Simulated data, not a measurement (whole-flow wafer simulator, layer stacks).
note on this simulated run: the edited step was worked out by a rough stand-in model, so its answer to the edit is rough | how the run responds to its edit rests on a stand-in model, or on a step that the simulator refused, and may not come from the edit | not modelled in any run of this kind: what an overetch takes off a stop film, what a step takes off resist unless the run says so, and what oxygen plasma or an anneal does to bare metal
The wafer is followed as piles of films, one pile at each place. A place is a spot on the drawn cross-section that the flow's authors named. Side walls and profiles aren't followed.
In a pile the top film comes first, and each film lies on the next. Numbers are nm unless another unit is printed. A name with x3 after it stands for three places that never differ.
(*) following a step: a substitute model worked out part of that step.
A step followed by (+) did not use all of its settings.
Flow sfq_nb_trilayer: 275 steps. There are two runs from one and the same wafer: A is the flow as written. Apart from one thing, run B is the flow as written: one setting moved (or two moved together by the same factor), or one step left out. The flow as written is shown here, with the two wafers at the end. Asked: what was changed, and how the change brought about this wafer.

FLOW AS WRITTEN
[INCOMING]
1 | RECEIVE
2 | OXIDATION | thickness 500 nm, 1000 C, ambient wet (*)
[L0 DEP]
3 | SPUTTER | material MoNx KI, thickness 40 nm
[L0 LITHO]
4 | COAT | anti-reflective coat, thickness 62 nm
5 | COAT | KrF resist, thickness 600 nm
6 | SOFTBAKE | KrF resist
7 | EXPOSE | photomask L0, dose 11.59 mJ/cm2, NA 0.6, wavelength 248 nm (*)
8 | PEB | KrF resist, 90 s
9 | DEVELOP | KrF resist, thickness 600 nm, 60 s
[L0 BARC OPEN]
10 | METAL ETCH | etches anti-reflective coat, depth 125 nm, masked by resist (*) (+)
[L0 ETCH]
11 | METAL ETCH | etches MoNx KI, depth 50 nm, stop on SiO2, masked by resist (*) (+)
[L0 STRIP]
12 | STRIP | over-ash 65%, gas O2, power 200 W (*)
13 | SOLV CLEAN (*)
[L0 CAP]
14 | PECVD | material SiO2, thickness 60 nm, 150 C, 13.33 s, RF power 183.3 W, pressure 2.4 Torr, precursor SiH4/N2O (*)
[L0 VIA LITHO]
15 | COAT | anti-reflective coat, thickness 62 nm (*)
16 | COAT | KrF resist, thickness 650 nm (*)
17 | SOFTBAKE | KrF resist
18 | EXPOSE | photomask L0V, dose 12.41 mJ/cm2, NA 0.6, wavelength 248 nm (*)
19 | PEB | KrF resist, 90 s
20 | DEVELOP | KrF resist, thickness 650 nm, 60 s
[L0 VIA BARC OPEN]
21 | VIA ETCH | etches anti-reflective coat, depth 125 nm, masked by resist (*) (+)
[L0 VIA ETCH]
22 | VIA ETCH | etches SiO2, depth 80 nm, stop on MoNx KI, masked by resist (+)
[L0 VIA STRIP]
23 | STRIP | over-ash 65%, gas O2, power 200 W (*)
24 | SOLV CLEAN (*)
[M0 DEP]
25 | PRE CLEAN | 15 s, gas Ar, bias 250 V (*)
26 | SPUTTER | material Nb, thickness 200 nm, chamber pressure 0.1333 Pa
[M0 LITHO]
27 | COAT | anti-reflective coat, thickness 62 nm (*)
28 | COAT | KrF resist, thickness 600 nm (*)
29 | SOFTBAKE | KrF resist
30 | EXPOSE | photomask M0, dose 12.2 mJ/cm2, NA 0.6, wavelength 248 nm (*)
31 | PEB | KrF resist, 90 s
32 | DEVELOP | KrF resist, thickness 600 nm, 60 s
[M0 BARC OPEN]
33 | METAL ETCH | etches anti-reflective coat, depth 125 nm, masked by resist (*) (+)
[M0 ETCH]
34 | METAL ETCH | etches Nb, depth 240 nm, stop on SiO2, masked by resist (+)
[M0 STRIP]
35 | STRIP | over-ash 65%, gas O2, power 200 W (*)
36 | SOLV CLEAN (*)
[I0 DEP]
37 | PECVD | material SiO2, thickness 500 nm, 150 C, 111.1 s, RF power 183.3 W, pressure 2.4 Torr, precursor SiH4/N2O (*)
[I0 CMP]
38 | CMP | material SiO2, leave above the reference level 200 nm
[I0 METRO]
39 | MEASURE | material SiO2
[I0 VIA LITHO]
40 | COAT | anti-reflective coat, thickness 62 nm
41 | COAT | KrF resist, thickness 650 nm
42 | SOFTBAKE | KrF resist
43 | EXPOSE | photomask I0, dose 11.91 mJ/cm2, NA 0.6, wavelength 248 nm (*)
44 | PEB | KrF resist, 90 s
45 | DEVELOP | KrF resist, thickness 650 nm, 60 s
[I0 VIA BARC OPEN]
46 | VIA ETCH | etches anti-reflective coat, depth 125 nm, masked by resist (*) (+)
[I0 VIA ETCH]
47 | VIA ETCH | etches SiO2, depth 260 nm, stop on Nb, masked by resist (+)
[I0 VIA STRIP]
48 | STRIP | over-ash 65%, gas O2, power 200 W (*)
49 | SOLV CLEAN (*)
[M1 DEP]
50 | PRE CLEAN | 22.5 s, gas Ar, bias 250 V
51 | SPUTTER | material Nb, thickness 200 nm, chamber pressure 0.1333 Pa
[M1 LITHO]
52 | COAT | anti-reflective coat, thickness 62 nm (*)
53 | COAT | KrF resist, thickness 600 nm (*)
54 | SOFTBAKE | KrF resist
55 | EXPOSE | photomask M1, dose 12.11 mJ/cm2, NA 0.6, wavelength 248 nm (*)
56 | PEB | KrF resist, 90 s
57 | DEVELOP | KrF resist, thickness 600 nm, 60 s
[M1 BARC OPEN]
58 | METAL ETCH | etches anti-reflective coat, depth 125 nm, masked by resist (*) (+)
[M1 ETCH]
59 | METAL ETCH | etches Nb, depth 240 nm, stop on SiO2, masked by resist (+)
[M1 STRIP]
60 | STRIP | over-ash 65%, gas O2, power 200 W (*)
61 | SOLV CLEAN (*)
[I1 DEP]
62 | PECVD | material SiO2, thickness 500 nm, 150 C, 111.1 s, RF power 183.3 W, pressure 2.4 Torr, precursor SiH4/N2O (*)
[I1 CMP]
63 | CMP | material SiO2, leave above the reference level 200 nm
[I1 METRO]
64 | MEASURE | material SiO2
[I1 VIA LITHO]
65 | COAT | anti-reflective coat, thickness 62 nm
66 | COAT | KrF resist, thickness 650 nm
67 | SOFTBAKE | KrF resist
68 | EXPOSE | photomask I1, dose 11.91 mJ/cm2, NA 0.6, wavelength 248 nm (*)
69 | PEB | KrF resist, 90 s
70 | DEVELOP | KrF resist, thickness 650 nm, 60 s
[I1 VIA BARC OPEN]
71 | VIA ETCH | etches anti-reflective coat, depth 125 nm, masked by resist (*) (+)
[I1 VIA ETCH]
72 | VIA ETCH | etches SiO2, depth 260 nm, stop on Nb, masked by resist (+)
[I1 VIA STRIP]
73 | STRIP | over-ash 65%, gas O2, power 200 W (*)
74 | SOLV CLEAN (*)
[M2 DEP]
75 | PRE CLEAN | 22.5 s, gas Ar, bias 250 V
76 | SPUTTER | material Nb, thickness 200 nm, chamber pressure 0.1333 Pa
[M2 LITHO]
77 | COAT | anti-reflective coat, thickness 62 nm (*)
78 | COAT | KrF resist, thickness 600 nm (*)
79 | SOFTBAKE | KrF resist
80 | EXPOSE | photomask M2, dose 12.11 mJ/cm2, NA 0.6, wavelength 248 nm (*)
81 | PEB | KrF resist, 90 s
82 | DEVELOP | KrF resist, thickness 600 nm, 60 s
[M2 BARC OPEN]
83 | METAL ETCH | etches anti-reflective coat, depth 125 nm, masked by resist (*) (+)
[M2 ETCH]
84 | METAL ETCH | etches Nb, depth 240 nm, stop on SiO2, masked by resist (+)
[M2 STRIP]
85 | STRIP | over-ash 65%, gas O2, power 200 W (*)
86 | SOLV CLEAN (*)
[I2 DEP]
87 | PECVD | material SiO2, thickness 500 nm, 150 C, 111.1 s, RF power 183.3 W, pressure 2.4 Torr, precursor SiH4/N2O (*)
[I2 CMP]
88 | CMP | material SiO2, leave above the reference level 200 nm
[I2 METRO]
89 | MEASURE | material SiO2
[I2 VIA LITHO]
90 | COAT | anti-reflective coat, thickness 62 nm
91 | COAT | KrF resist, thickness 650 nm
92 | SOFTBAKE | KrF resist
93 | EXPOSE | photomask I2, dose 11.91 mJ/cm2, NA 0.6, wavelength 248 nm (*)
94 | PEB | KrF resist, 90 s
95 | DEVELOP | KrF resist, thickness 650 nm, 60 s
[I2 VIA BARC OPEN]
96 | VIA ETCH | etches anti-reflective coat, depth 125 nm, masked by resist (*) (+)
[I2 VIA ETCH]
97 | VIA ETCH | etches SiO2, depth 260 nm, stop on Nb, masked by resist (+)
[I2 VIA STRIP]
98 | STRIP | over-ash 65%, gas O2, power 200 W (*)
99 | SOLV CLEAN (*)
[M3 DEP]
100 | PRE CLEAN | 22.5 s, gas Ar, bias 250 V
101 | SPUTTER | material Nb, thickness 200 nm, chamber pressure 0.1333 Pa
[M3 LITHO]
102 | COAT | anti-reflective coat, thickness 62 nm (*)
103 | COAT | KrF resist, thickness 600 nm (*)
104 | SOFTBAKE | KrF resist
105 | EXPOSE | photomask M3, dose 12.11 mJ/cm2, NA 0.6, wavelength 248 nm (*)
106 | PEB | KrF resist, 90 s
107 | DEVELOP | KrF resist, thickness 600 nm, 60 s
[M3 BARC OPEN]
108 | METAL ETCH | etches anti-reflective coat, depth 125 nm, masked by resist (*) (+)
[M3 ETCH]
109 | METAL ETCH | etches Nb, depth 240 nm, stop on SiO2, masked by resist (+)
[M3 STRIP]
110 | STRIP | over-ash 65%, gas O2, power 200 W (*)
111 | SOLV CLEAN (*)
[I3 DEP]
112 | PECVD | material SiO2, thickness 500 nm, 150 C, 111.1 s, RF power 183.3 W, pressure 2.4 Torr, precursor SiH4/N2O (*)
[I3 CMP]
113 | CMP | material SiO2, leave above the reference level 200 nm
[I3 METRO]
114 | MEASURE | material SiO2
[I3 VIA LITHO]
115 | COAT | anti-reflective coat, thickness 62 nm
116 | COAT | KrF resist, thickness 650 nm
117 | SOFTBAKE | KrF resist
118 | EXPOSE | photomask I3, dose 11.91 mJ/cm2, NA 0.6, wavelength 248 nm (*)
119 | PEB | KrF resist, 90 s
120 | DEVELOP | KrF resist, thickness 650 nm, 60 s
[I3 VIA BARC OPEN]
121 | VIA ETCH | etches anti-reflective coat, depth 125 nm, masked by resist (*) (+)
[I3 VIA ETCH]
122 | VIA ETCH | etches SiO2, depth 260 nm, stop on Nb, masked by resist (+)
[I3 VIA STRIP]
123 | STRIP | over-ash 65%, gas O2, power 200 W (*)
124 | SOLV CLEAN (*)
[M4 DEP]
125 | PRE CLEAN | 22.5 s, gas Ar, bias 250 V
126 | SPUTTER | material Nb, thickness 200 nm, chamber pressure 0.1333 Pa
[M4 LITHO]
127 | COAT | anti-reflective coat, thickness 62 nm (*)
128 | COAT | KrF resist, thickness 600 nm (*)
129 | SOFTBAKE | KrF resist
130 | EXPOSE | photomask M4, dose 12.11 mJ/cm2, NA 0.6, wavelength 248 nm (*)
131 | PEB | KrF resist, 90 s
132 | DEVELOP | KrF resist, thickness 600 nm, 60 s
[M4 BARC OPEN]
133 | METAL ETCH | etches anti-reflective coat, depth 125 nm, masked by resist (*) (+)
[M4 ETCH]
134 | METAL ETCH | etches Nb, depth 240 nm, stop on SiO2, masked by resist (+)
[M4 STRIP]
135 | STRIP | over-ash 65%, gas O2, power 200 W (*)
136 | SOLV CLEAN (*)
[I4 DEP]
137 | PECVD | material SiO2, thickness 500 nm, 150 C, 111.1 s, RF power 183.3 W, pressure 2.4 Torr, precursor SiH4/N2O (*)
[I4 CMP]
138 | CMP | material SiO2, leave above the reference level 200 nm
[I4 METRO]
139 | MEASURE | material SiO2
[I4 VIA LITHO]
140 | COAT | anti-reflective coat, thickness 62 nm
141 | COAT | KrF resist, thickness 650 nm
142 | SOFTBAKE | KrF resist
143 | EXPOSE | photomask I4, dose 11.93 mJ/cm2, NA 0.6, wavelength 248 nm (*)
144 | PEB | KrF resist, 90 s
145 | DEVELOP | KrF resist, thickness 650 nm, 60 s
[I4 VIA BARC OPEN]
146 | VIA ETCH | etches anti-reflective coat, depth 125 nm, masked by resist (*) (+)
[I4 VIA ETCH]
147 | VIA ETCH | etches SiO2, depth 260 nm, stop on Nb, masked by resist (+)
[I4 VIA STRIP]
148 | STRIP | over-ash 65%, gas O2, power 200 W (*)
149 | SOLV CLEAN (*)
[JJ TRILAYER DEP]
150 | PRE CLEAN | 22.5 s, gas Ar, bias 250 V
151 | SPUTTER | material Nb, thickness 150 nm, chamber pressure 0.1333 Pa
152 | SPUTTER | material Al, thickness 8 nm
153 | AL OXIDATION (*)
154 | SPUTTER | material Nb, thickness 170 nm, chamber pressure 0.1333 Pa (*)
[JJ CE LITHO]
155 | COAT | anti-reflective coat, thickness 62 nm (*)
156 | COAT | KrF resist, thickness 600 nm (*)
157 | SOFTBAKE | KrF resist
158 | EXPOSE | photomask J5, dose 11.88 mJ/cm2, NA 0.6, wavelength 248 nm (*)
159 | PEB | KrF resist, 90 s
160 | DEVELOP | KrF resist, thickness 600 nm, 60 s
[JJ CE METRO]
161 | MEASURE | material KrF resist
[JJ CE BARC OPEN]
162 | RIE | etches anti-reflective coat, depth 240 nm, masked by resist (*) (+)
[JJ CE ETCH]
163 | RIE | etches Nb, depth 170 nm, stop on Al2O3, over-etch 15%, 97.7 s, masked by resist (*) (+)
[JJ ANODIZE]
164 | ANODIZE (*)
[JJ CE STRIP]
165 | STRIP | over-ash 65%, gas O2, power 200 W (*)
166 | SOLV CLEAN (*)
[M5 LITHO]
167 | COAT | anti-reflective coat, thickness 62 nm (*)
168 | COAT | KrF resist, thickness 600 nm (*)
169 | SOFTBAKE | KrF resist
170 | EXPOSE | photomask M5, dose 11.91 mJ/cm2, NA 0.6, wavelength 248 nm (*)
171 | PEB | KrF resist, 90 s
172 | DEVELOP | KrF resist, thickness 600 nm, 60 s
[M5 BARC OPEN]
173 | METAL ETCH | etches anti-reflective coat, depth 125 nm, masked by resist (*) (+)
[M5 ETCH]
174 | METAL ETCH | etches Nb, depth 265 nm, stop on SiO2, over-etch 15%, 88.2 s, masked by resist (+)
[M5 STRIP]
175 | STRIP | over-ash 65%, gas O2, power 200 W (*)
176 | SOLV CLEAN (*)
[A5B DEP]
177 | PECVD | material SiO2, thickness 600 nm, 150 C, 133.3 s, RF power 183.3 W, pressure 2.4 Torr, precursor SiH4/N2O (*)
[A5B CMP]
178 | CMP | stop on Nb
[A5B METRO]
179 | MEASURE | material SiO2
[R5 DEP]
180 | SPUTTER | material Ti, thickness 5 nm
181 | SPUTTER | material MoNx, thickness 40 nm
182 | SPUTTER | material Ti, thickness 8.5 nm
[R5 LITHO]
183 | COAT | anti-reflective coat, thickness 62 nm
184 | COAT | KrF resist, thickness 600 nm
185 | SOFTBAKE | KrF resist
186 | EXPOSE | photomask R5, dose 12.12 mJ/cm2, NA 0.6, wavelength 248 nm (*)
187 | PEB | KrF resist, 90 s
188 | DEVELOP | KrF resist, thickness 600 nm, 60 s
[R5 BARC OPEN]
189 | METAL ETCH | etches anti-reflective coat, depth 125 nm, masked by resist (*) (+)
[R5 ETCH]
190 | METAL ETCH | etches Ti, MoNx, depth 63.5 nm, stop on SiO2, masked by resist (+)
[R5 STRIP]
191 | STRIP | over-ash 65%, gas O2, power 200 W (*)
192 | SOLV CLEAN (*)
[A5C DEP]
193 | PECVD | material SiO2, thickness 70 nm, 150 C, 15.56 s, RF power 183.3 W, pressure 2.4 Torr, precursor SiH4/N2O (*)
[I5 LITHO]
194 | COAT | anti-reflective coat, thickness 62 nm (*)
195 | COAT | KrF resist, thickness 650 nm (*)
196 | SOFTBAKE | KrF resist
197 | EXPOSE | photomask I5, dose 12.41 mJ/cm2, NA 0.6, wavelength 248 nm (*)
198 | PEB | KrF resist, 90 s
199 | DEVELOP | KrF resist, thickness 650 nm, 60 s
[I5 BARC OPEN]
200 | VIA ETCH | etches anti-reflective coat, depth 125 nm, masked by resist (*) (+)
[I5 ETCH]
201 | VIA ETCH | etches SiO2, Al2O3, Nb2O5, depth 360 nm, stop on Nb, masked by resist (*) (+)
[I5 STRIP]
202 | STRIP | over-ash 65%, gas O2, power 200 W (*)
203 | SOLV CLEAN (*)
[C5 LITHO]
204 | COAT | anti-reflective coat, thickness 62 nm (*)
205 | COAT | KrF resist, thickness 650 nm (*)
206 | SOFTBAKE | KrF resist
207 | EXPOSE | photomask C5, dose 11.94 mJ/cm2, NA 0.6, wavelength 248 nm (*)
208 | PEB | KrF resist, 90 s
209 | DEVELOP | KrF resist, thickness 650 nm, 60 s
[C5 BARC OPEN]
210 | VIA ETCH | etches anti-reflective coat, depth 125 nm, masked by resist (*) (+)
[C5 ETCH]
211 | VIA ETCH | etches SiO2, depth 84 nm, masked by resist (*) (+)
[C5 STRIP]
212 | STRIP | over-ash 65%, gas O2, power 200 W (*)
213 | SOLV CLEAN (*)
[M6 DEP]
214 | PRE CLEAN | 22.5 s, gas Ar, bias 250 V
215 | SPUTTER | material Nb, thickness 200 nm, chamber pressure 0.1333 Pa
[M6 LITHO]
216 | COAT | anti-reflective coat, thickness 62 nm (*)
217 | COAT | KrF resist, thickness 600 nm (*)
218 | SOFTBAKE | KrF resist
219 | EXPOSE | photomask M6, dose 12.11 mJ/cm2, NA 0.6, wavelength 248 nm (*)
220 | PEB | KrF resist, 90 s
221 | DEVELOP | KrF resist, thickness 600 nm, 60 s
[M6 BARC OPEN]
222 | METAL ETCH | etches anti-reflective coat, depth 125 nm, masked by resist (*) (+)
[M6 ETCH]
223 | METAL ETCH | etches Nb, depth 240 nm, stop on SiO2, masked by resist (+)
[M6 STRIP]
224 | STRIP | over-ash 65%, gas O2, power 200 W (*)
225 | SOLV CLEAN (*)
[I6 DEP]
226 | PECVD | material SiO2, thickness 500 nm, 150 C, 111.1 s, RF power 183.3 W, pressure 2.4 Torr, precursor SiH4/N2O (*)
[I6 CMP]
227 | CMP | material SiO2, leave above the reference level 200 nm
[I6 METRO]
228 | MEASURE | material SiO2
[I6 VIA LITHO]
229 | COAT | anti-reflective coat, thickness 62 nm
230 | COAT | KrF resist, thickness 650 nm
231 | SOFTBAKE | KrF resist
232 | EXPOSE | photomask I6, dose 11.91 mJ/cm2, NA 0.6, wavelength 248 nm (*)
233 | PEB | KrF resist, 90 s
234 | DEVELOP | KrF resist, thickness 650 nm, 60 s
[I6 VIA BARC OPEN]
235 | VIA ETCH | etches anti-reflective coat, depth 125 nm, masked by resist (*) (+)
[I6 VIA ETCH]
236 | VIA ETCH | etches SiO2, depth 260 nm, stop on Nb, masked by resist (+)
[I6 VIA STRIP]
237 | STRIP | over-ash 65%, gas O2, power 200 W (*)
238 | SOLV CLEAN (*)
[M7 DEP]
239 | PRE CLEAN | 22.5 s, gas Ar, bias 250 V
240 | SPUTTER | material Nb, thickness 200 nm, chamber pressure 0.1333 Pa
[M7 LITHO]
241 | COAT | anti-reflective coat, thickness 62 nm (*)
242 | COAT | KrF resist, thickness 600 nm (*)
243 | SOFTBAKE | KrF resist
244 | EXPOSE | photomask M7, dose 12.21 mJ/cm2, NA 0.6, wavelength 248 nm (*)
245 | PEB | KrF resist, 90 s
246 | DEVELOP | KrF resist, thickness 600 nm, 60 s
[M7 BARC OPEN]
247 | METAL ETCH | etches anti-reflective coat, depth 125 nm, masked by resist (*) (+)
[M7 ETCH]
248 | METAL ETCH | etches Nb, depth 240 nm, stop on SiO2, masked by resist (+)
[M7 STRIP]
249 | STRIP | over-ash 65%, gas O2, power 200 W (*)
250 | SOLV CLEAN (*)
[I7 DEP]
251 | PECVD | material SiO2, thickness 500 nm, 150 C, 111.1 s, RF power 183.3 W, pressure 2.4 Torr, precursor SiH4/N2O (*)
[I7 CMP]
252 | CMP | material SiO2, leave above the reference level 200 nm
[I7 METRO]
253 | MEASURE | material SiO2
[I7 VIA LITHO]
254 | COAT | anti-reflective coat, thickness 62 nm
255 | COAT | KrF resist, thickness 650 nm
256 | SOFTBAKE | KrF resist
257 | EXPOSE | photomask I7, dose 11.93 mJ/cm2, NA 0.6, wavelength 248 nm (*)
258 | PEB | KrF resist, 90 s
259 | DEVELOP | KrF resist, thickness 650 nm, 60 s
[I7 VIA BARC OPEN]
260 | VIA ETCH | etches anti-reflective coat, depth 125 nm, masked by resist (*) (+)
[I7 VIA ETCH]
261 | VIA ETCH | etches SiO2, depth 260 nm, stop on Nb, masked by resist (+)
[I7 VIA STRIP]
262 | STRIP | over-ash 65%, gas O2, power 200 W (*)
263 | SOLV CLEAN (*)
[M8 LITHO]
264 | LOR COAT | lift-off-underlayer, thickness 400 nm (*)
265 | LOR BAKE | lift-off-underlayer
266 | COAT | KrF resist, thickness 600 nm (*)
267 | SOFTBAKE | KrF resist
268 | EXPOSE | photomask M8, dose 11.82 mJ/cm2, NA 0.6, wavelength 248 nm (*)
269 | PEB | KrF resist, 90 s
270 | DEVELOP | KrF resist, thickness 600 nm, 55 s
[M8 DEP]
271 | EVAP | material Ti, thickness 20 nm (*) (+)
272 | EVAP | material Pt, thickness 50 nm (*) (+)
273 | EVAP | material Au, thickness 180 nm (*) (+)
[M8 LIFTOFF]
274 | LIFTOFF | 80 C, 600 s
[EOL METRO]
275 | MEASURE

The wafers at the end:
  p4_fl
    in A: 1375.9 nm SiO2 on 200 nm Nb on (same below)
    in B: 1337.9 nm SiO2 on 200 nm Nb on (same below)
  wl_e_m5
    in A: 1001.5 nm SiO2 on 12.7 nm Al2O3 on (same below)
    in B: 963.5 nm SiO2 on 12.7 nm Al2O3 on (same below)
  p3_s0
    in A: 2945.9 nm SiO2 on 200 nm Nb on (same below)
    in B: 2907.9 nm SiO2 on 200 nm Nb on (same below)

What caused this: step 226, PECVD: thickness 262 nm was run, though the flow has thickness 500 nm; step 226, PECVD: 58.33 s was run, where the flow has 111.1 s.

Step by step, how the change led to this:
  226 | PECVD | material SiO2, thickness 500 nm, 150 C, 111.1 s, RF power 183.3 W, pressure 2.4 Torr, precursor SiH4/N2O (*)
      field_l, p4_fl, p4_fm and 62 more: A +500 SiO2 | B +262 SiO2
      v_sur, via_wl, via_w and 21 more: A +500 SiO2 (new film) | B +262 SiO2 (new film)
      (also at 17 further places)
  227 | CMP | material SiO2, leave above the reference level 200 nm
      field_l, p4_fl, p4_fm and 59 more: A -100 SiO2 | B nothing
      moat, field_r, lsp_l, ln_m5, lsp_m: A -93.6 SiO2 | B nothing
      (also at 39 further places)
  229 | COAT | anti-reflective coat, thickness 62 nm
      p3_s1, p3_l2, p3_s5, p3_l6: A +62 anti-reflective coat (new film) | B +63.8 anti-reflective coat (new film)
      p3_l3, p3_s3, p3_l4, p3_s4: A +62 anti-reflective coat (new film) | B +63.6 anti-reflective coat (new film)
      (also at 85 further places)
  230 | COAT | KrF resist, thickness 650 nm
      wl_f_sr, m5r_line_l, m5r_line_r: A +650 KrF resist (new film) | B +665.4 KrF resist (new film)
      ln_m6, wl_c_m6: A +650 KrF resist (new film) | B +571.8 KrF resist (new film)
      (also at 72 further places)
  234 | DEVELOP | KrF resist, thickness 650 nm, 60 s
      via_v: A -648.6 KrF resist (all of it) | B -608.8 KrF resist (all of it)
  235 | VIA ETCH | etches anti-reflective coat, depth 125 nm, masked by resist (*) (+)
      field_l, v_sur, via_wl and 102 more: A -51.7 KrF resist | B -44.7 KrF resist
      via_v: A -62 anti-reflective coat (all of it), -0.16 SiO2 | B -53.6 anti-reflective coat (all of it), -0.13 SiO2
  237 | STRIP | over-ash 65%, gas O2, power 200 W (*)
      p3_s3, p3_s4: A -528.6 KrF resist (all of it), -62 anti-reflective coat (all of it) | B -540.1 KrF resist (all of it), -63.6 anti-reflective coat (all of it)
      m0r_line_l, m7r_line_l: A -528.6 KrF resist (all of it), -62 anti-reflective coat (all of it) | B -563.1 KrF resist (all of it), -62.5 anti-reflective coat (all of it)
      (also at 96 further places)
  240 | SPUTTER | material Nb, thickness 200 nm, chamber pressure 0.1333 Pa
      lsp_r, l0_sur, l0v: A +200 Nb (new film) | B +193.8 Nb (new film)
      be: A +200 Nb (new film) | B +136.2 Nb (new film)
      (also at 3 further places)
  241 | COAT | anti-reflective coat, thickness 62 nm (*)
      p3_l3, p3_s3, p3_l4, p3_s4, p3_l5: A +62 anti-reflective coat (new film) | B +63.5 anti-reflective coat (new film)
      p3_s1, p3_s2, p3_s5: A +62 anti-reflective coat (new film) | B +63.6 anti-reflective coat (new film)
      (also at 85 further places)
  242 | COAT | KrF resist, thickness 600 nm (*)
      p3_s0, wl_c_sl, wl_f_sl: A +600 KrF resist (new film) | B +615.5 KrF resist (new film)
      wl_g_sl, m5r_space_l, m5r_space_r: A +600 KrF resist (new film) | B +617.2 KrF resist (new film)
      (also at 72 further places)
  246 | DEVELOP | KrF resist, thickness 600 nm, 60 s
      p3_s0, wl_c_sl: A -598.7 KrF resist (all of it) | B -614.2 KrF resist (all of it)
      m0r_space_l, m7r_space_l: A -598.7 KrF resist (all of it) | B -616.9 KrF resist (all of it)
      (also at 33 further places)
  247 | METAL ETCH | etches anti-reflective coat, depth 125 nm, masked by resist (*) (+)
      m5r_linepad_l, m5r_linepad_r: A -62 anti-reflective coat (all of it) | B -125 anti-reflective coat
      v_sur, via_wl, via_w and 38 more: A -51.7 KrF resist | B -69.4 KrF resist
      (also at 53 further places)
  248 | METAL ETCH | etches Nb, depth 240 nm, stop on SiO2, masked by resist (+)
      m5r_linepad_l, m5r_linepad_r: A -200 Nb (all of it) | B -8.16 anti-reflective coat (all of it), -200 Nb (all of it)
      l0_sur, l0v: A -200 Nb (all of it) | B -193.8 Nb (all of it)
  249 | STRIP | over-ash 65%, gas O2, power 200 W (*)
      v_sur: A -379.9 KrF resist (all of it), -61.4 anti-reflective coat (all of it) | B -311.2 KrF resist (all of it), -43.1 anti-reflective coat (all of it)
      via_wl: A -379.3 KrF resist (all of it), -61.3 anti-reflective coat (all of it) | B -311.6 KrF resist (all of it), -52 anti-reflective coat (all of it)
      (also at 36 further places)
  251 | PECVD | material SiO2, thickness 500 nm, 150 C, 111.1 s, RF power 183.3 W, pressure 2.4 Torr, precursor SiH4/N2O (*)
      be: A +500 SiO2 (new film) | B +350.5 SiO2 (new film)
      gap: A +500 SiO2 (new film) | B +542.8 SiO2 (new film)
  252 | CMP | material SiO2, leave above the reference level 200 nm
      field_l, p4_fl, p4_fm and 48 more: A -100 SiO2 | B nothing
      field_r, lsp_l: A -77.7 SiO2 | B nothing
      (also at 28 further places)
  ... another 7 steps ...
  274 | LIFTOFF | 80 C, 600 s
      m0r_line_l, m0r_line_r: A -180 Au (all of it), -50 Pt (all of it), -20 Ti (all of it), -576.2 KrF resist (all of it), -400 lift-off-underlayer (all of it) | B -180 Au (all of it), -50 Pt (all of it), -20 Ti (all of it), -579.2 KrF resist (all of it), -409.1 lift-off-underlayer (all of it)
      m0r_space_l, m0r_space_r: A -180 Au (all of it), -50 Pt (all of it), -20 Ti (all of it), -576.2 KrF resist (all of it), -400 lift-off-underlayer (all of it) | B -180 Au (all of it), -50 Pt (all of it), -20 Ti (all of it), -577 KrF resist (all of it), -411.9 lift-off-underlayer (all of it)
      (also at 28 further places)
